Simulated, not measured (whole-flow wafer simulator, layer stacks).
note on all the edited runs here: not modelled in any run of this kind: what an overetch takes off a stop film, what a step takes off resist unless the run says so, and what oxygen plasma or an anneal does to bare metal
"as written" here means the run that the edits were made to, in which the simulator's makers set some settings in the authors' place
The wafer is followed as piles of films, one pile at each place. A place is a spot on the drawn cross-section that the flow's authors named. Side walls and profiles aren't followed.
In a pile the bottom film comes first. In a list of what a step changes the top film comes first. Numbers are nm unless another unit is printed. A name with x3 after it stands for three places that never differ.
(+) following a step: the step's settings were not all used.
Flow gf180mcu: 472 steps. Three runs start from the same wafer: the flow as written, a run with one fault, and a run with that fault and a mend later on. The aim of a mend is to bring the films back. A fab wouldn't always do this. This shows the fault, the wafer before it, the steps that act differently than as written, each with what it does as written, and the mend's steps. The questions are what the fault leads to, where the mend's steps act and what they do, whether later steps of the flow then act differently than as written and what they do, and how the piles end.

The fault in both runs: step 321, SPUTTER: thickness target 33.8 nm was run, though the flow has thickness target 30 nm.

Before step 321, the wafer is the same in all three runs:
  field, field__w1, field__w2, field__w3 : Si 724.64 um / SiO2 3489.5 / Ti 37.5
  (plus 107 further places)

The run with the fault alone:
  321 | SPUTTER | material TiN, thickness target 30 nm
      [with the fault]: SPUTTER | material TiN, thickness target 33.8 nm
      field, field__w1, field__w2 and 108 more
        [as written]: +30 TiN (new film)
        [with the fault]: +33.8 TiN (new film)
  Later steps of the flow acting differently than as written (1 other step is not shown; it differs only slightly, by no more than 2% or 0.5 nm, whichever is larger):
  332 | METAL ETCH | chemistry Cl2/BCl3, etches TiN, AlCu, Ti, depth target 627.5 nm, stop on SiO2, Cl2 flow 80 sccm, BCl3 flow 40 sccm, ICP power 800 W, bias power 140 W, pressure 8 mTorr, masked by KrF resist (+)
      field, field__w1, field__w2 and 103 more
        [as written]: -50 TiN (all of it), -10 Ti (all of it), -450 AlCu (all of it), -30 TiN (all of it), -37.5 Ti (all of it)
        [with the fault]: -50 TiN (all of it), -10 Ti (all of it), -450 AlCu (all of it), -33.8 TiN (all of it), -37.5 Ti (all of it)
  At field__w8, contact, m1, m1__w1, m1_nw, the piles at the end differ from the flow's by more than 2% or 0.5 nm, whichever is larger.
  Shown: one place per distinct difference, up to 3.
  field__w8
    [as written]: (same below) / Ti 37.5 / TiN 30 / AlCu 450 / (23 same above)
    [with the fault]: (same below) / Ti 37.5 / TiN 33.8 / AlCu 450 / (23 same above)
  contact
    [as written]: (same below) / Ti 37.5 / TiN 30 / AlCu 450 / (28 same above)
    [with the fault]: (same below) / Ti 37.5 / TiN 33.8 / AlCu 450 / (28 same above)

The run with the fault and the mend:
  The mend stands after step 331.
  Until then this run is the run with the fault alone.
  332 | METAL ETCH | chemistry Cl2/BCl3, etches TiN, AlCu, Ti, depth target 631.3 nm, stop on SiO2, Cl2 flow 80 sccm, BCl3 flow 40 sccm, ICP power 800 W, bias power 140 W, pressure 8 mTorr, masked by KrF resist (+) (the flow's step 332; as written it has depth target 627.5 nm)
      field, field__w1, field__w2 and 103 more
        -50 TiN (all of it), -10 Ti (all of it), -450 AlCu (all of it), -33.8 TiN (all of it), -37.5 Ti (all of it)
      field__w8, contact, m1, m1__w1, m1_nw
        -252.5 KrF resist
  None of the later steps of the flow differs from how it acts as written, at any place that is followed, by more than 2% or 0.5 nm, whichever is larger.
  At field__w8, contact, m1, m1__w1, m1_nw, the piles at the end differ from the flow's by more than 2% or 0.5 nm, whichever is larger.
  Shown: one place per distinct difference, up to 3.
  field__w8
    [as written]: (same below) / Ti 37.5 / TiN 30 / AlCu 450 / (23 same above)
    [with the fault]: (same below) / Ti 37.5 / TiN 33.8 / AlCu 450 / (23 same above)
    [with the mend]: (same below) / Ti 37.5 / TiN 33.8 / AlCu 450 / (23 same above)
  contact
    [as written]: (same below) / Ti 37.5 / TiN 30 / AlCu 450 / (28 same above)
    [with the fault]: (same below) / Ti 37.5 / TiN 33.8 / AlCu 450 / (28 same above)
    [with the mend]: (same below) / Ti 37.5 / TiN 33.8 / AlCu 450 / (28 same above)
